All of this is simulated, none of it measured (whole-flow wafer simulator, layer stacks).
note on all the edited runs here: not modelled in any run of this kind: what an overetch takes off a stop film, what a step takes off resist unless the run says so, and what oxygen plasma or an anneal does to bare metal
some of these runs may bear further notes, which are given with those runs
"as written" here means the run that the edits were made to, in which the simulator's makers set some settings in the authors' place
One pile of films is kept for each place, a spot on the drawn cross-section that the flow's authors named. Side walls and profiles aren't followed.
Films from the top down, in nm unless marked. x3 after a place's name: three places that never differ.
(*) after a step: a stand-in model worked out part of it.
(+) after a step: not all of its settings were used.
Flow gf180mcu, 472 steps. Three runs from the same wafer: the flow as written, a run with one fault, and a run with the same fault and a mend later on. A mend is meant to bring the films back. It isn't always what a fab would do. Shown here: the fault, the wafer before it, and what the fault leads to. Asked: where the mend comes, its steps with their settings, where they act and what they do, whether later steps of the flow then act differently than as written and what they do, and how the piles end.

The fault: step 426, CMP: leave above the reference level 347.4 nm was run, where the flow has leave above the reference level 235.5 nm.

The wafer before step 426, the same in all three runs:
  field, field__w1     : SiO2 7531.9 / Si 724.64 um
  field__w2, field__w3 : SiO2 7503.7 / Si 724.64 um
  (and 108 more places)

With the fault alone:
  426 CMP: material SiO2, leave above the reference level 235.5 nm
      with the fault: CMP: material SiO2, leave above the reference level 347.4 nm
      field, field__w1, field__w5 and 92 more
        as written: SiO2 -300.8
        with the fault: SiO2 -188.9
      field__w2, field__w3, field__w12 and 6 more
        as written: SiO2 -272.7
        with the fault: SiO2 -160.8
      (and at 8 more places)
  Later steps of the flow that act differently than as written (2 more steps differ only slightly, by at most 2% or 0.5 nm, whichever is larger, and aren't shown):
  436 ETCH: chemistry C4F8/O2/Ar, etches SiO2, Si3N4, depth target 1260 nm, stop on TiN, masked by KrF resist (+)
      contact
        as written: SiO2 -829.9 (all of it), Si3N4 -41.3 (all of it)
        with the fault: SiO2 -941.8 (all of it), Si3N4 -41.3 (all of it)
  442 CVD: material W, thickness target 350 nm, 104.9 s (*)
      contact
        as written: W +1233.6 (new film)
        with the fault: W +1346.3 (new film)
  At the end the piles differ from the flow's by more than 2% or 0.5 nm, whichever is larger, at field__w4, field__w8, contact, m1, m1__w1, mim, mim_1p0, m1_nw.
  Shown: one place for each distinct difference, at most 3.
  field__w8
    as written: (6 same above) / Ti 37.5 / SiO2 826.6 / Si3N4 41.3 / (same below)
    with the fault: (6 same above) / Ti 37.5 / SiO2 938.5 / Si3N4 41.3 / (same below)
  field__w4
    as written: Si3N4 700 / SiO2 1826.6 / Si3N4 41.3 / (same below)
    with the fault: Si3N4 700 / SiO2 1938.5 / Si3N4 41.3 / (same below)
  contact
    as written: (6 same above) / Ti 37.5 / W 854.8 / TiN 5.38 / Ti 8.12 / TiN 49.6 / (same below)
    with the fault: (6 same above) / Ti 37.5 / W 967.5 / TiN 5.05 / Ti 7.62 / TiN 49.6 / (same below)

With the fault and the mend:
  The mend comes after step 434.
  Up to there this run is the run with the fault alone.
  434a STRIP: chemistry O2/N2, power 2160 W, pressure 1700 mTorr (*)
      field, field__w1, field__w2 and 108 more
        KrF resist -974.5 (all of it), anti-reflective coat -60 (all of it)
      contact
        anti-reflective coat -60 (all of it)
  434b CMP: material SiO2, leave above the reference level 235.5 nm (the flow's step 426 once more)
      field, field__w1, field__w2 and 109 more
        SiO2 -111.9
  434c HMDS: 120 C, 60 s (the flow's step 428 once more)
      changes no film at any place that is followed
  434d COAT: anti-reflective coat, thickness 60 nm, 182 C, 71 s (the flow's step 429 once more)
      field, field__w1, field__w2 and 109 more
        anti-reflective coat +60 (new film)
  434e COAT: KrF resist, thickness 1000 nm (the flow's step 430 once more)
      field, field__w1, field__w2 and 109 more
        KrF resist +1000 (new film)
  434f SOFTBAKE: KrF resist (the flow's step 431 once more)
      changes no film at any place that is followed
  434g EXPOSE: photomask Via5 (the flow's step 432 once more)
      changes no film at any place that is followed
  434h PEB: KrF resist, 135 C, 90 s (the flow's step 433 once more)
      field, field__w1, field__w2 and 109 more
        KrF resist -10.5
  434i DEVELOP: KrF resist, thickness 1000 nm, 60 s (the flow's step 434 once more)
      field, field__w1, field__w2 and 108 more
        KrF resist -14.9
      contact
        KrF resist -989.5 (all of it)
  No later step of the flow acts differently than as written at any place that is followed.
  At the end the piles are the same as the flow's at every place that both follow.
